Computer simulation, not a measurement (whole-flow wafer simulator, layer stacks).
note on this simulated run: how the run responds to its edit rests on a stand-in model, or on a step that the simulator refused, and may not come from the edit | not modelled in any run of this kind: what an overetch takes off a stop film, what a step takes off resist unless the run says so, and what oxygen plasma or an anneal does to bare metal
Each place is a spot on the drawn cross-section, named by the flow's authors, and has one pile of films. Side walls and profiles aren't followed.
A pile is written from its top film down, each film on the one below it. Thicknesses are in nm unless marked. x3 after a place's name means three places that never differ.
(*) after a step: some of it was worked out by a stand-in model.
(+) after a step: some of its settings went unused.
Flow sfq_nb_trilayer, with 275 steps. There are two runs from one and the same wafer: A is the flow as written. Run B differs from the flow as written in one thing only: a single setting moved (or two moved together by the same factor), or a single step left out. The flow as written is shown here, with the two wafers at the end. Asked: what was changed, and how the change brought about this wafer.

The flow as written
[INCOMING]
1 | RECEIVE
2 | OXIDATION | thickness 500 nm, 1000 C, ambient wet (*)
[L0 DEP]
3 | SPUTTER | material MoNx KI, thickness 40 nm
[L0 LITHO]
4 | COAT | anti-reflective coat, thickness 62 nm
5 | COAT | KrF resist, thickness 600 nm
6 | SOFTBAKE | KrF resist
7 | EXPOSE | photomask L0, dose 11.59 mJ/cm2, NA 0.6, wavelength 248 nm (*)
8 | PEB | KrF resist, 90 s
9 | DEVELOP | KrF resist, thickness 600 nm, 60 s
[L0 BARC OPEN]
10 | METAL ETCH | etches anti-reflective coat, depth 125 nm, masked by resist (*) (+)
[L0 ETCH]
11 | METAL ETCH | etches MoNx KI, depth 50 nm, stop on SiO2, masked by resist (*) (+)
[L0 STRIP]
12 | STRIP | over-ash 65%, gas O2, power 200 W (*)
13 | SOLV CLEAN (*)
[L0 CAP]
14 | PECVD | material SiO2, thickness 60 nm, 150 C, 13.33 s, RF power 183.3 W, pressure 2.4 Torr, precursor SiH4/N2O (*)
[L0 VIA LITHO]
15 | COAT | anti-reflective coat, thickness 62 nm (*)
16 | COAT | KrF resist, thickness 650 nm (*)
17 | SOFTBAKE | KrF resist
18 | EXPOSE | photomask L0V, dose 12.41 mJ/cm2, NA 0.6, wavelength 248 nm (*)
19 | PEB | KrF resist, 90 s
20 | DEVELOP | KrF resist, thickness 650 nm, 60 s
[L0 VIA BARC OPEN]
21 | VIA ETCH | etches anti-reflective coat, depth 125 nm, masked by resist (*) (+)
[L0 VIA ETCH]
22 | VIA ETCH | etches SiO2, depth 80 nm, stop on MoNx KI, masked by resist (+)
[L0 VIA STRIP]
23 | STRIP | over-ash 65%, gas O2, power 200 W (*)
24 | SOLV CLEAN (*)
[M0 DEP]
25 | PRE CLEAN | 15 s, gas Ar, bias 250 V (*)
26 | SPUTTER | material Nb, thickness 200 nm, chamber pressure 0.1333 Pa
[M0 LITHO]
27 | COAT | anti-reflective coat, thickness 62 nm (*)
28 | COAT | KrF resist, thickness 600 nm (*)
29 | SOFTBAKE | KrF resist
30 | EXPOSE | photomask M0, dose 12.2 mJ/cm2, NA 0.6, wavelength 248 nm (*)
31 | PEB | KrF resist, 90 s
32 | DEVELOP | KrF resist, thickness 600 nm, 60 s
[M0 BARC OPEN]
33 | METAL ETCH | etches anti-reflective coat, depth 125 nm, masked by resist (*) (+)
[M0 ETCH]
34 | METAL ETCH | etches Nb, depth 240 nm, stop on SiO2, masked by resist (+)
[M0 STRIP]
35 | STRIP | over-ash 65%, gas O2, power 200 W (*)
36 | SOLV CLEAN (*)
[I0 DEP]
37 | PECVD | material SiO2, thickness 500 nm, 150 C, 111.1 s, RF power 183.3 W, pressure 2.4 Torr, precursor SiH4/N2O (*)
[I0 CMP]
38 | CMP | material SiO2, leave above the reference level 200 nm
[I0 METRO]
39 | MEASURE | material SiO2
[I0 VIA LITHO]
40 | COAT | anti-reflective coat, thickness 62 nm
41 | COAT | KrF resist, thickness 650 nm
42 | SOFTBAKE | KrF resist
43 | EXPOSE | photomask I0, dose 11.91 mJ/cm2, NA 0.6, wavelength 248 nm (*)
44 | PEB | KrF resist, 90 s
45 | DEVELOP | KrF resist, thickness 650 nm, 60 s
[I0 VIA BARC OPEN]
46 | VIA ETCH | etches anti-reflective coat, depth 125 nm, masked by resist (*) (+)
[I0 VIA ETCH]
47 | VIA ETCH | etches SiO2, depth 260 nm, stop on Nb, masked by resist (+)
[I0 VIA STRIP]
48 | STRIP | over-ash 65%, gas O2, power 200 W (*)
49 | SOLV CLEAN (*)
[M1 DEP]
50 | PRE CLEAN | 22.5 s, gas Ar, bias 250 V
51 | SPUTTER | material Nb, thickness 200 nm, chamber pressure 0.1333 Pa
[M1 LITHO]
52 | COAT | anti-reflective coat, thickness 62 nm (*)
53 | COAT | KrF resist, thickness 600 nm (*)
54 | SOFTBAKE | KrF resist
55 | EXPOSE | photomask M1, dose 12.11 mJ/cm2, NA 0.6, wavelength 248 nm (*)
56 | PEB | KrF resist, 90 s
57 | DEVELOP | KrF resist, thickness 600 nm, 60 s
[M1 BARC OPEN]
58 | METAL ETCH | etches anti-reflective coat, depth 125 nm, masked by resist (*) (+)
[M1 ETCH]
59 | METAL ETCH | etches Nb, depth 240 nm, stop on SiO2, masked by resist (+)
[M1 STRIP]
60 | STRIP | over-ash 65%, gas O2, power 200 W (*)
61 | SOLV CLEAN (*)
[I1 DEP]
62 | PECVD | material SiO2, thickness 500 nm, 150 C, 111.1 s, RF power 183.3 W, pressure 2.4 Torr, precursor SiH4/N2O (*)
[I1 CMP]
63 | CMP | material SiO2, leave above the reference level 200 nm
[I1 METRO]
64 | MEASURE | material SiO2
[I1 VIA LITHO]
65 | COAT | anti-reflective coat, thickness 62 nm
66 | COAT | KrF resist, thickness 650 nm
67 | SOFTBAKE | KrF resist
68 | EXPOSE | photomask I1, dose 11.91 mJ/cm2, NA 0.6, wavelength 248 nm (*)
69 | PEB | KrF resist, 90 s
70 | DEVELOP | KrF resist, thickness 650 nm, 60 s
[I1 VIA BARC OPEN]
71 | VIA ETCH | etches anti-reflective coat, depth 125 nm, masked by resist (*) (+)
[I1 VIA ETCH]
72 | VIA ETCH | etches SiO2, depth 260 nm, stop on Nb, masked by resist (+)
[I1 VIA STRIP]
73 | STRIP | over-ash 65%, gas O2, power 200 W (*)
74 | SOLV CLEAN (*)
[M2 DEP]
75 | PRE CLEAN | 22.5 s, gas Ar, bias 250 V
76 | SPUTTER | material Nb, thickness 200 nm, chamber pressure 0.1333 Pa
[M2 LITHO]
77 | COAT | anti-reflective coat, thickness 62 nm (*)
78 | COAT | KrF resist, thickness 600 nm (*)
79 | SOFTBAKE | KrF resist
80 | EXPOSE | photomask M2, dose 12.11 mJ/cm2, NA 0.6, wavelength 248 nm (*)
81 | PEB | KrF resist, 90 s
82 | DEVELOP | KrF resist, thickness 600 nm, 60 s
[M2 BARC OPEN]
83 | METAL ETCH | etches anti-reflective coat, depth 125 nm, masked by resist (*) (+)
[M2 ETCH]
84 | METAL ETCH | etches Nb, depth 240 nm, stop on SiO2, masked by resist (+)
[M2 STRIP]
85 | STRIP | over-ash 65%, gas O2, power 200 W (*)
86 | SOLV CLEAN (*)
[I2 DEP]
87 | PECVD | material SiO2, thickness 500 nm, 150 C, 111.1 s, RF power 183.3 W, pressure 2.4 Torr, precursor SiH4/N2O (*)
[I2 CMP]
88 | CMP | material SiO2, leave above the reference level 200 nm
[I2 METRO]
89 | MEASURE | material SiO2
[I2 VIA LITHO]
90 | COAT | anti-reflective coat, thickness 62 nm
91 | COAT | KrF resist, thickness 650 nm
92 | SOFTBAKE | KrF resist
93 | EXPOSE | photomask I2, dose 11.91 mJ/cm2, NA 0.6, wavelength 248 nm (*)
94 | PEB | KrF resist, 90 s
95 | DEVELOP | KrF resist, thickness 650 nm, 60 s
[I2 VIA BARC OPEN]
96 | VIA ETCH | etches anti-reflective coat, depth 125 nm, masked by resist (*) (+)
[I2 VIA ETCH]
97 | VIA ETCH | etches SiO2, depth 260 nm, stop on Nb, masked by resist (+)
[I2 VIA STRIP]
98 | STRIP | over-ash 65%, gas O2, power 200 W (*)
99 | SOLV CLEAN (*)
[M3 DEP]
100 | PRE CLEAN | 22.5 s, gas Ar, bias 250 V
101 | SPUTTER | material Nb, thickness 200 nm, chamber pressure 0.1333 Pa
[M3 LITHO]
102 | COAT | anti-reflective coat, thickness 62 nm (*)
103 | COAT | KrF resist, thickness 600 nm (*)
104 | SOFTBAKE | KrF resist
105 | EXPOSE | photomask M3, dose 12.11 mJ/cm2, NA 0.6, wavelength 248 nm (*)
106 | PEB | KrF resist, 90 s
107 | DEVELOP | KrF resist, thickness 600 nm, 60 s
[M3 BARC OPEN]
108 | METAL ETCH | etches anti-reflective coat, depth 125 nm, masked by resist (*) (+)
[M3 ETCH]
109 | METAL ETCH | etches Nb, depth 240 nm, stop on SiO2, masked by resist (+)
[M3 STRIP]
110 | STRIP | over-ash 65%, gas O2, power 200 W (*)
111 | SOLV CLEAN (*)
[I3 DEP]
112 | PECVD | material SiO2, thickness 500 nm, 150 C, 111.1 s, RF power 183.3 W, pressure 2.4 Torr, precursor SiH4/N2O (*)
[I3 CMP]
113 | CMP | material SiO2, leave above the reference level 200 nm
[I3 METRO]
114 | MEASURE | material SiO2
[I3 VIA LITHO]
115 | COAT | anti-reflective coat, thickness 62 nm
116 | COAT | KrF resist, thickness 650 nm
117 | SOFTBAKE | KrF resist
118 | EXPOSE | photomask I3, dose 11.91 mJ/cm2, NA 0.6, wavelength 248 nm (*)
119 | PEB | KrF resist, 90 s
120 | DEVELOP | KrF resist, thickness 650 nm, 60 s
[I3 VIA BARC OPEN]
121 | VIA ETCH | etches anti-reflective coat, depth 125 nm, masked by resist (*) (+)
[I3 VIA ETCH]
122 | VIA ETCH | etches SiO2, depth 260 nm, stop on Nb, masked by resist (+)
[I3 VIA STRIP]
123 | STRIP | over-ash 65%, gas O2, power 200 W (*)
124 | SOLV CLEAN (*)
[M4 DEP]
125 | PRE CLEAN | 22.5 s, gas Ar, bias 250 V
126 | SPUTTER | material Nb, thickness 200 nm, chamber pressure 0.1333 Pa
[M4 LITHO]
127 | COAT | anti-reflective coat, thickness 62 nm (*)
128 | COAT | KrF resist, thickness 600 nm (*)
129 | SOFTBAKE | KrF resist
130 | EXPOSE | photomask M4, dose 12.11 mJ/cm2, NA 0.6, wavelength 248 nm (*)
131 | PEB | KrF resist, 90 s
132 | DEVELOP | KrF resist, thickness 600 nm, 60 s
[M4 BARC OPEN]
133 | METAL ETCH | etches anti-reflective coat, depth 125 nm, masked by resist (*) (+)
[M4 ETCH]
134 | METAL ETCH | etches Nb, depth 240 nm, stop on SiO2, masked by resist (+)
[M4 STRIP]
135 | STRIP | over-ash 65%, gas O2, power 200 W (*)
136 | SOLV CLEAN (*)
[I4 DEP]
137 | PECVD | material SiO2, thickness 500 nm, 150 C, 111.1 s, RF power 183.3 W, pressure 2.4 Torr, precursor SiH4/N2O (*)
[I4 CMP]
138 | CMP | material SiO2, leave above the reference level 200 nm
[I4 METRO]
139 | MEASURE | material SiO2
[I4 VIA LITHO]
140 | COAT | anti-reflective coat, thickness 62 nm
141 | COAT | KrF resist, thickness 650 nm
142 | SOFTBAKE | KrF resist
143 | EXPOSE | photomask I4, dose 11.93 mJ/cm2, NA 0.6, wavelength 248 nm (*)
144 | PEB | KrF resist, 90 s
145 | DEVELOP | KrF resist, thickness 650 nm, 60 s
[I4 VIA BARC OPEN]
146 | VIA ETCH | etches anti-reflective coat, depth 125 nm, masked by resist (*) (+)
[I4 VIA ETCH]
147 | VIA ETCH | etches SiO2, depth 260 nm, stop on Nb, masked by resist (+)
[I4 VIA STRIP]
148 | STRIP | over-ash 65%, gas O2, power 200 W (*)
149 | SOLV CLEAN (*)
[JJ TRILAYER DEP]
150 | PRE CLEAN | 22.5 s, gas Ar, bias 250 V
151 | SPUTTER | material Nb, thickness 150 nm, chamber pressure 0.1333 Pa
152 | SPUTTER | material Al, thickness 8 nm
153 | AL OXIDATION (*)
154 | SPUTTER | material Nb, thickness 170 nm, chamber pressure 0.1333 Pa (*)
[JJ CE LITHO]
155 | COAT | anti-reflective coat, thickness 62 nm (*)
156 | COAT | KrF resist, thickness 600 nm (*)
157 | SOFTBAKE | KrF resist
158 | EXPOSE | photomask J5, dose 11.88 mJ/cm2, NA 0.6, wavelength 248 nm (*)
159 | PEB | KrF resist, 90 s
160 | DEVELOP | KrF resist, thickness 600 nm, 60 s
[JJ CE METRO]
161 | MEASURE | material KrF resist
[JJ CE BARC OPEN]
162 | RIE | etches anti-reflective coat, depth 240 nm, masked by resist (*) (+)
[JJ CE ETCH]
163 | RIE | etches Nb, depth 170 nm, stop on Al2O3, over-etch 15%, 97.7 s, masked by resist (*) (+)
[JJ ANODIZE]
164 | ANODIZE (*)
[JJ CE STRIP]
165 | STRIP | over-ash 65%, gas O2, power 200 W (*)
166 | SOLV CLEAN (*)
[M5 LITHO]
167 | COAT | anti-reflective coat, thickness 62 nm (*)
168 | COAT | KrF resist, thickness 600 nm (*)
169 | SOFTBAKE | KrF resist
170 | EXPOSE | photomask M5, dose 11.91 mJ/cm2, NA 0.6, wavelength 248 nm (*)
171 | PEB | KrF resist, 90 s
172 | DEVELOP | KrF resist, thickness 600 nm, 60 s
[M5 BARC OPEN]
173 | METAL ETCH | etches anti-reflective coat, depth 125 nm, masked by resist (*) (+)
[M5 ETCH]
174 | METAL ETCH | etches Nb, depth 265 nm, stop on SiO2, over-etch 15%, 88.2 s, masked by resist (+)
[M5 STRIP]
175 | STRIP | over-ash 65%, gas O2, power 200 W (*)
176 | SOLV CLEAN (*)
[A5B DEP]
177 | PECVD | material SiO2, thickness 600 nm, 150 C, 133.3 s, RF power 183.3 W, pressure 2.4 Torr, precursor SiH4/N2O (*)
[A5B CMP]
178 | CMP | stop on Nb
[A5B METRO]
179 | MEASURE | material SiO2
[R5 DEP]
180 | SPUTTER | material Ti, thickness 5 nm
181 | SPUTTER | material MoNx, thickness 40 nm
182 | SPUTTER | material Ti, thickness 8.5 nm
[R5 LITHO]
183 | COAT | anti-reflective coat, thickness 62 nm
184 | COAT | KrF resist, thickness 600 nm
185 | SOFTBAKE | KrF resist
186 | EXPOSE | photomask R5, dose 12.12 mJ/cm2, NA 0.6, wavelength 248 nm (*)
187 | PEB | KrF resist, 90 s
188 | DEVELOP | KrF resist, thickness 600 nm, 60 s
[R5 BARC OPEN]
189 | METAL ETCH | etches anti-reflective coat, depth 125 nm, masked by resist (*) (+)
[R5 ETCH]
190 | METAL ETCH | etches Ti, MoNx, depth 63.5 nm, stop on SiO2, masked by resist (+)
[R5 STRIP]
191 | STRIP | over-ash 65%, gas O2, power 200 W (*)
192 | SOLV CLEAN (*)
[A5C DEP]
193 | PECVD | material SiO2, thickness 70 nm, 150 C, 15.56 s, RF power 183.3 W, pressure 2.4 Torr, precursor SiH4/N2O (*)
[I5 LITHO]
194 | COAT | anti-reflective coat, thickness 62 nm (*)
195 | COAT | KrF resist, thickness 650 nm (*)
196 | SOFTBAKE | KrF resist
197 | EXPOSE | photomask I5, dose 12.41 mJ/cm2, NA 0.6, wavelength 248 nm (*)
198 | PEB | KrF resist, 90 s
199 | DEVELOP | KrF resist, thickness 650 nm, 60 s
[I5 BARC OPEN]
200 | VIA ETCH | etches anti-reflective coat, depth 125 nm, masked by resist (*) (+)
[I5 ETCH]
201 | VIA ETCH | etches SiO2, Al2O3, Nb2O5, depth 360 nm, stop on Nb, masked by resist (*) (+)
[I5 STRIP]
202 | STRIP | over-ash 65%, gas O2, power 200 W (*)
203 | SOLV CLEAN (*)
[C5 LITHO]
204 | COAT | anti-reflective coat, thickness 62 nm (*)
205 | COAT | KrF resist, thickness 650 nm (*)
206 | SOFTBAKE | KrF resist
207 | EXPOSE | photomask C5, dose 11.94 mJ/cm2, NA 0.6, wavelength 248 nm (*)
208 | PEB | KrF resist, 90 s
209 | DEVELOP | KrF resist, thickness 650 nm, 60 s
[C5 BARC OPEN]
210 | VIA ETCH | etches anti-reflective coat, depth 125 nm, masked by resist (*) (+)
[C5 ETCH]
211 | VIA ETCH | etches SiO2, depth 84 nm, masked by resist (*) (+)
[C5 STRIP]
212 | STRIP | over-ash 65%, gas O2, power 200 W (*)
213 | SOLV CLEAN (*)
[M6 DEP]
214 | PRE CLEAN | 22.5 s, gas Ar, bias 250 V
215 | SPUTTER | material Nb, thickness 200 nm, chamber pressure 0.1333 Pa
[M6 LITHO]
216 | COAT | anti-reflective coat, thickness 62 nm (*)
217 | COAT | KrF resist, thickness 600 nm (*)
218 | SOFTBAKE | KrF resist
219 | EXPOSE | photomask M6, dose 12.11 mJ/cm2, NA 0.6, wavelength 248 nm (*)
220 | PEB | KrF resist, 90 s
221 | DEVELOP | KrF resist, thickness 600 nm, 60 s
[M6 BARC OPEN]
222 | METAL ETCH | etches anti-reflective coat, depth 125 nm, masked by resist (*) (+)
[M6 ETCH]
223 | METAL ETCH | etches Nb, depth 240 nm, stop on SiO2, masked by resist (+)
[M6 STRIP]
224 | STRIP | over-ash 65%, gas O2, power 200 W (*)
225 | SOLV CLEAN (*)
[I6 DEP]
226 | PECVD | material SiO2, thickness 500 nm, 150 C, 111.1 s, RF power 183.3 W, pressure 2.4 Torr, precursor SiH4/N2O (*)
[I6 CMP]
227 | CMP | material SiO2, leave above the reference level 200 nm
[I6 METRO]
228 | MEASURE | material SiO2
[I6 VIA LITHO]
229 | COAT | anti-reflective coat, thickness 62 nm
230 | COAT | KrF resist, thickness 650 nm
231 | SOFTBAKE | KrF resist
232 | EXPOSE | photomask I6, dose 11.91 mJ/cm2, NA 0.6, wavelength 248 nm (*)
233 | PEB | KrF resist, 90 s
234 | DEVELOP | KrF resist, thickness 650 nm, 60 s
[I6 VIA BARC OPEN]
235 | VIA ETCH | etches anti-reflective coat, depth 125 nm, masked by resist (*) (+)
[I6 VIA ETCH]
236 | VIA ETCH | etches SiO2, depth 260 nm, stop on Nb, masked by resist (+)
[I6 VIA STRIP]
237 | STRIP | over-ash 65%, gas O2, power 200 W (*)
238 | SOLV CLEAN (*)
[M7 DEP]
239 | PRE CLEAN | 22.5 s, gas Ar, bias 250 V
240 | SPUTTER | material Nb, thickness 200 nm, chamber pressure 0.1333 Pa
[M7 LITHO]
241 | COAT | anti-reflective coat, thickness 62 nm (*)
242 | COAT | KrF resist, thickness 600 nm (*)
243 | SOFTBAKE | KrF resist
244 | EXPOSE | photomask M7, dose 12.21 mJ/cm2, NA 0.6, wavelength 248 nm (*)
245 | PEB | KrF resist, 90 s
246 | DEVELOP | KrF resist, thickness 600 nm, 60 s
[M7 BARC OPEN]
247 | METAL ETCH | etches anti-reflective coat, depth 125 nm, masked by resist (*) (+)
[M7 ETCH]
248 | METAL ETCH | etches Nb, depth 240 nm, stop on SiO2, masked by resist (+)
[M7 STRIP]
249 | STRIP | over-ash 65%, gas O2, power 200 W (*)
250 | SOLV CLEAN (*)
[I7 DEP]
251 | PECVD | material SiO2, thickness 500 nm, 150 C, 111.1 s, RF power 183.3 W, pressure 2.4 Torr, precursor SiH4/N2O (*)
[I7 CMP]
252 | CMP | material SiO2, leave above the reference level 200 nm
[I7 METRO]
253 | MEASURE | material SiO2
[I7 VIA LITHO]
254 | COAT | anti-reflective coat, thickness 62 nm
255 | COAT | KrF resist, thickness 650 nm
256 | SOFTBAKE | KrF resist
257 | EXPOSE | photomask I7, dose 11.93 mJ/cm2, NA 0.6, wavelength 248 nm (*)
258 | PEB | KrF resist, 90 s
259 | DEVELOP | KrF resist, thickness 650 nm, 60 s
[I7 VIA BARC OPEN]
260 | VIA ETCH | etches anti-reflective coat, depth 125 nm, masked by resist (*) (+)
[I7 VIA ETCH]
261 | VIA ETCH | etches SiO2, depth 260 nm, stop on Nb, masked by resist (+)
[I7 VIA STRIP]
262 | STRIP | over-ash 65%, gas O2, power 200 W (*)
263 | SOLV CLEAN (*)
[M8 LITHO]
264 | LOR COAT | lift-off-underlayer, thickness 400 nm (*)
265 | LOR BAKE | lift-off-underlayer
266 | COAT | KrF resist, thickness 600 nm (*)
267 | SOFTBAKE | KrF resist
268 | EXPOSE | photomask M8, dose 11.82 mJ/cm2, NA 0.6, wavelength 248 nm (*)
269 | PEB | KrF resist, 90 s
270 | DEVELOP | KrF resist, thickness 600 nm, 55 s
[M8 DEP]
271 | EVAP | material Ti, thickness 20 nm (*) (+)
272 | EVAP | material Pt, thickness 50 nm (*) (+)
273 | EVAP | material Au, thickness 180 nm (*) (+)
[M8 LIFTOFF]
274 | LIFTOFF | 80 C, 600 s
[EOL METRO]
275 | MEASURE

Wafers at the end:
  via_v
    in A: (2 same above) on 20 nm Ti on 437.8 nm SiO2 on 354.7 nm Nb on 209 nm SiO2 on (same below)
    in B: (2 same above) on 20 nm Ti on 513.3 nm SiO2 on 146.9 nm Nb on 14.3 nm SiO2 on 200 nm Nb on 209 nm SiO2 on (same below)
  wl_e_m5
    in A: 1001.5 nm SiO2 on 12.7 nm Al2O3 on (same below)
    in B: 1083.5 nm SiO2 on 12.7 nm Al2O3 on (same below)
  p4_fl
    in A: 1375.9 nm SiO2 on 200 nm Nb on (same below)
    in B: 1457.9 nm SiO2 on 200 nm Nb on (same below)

Cause: step 227, CMP: leave above the reference level 282 nm was run, whereas the flow has leave above the reference level 200 nm.

The path from the change to this, step by step:
  227 | CMP | material SiO2, leave above the reference level 200 nm
      field_l, p4_fl, p4_fm and 59 more: A -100 SiO2 | B -18 SiO2
      v_sur, via_wl, via_w and 15 more: A -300 SiO2 | B -218 SiO2
      (also at 26 further places)
  236 | VIA ETCH | etches SiO2, depth 260 nm, stop on Nb, masked by resist (+)
      via_v: A -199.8 SiO2 (all of it) | B -260 SiO2
  239 | PRE CLEAN | 22.5 s, gas Ar, bias 250 V
      via_v: A -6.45 Nb | B -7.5 SiO2
  240 | SPUTTER | material Nb, thickness 200 nm, chamber pressure 0.1333 Pa
      via_v: A +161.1 Nb | B +146.9 Nb (new film)
  241 | COAT | anti-reflective coat, thickness 62 nm (*)
      via_sp: A +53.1 anti-reflective coat (new film) | B +50 anti-reflective coat (new film)
      via_v: A +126 anti-reflective coat (new film) | B +129.5 anti-reflective coat (new film)
      (also at 1 further place)
  242 | COAT | KrF resist, thickness 600 nm (*)
      via_v: A +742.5 KrF resist (new film) | B +801.5 KrF resist (new film)
  249 | STRIP | over-ash 65%, gas O2, power 200 W (*)
      via_sp: A -373.6 KrF resist (all of it), -53.1 anti-reflective coat (all of it) | B -369.5 KrF resist (all of it), -50 anti-reflective coat (all of it)
      via_v: A -524.5 KrF resist (all of it), -126 anti-reflective coat (all of it) | B -583.4 KrF resist (all of it), -129.5 anti-reflective coat (all of it)
      (also at 1 further place)
  251 | PECVD | material SiO2, thickness 500 nm, 150 C, 111.1 s, RF power 183.3 W, pressure 2.4 Torr, precursor SiH4/N2O (*)
      via_v: A +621 SiO2 (new film) | B +670.3 SiO2 (new film)
  252 | CMP | material SiO2, leave above the reference level 200 nm
      via_v: A -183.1 SiO2 | B -157.1 SiO2
With metal films that touch counted as one body, via_v has 7 bodies (between them, from the top down: SiO2 513.3; SiO2 14.3; SiO2 209 / Al2O3 12.7 / Nb2O5 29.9; SiO2 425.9; SiO2 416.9; SiO2 192.5); the flow as written gives 6 bodies (between them, from the top down: SiO2 437.8; SiO2 209 / Al2O3 12.7 / Nb2O5 29.9; SiO2 425.9; SiO2 416.9; SiO2 192.5).
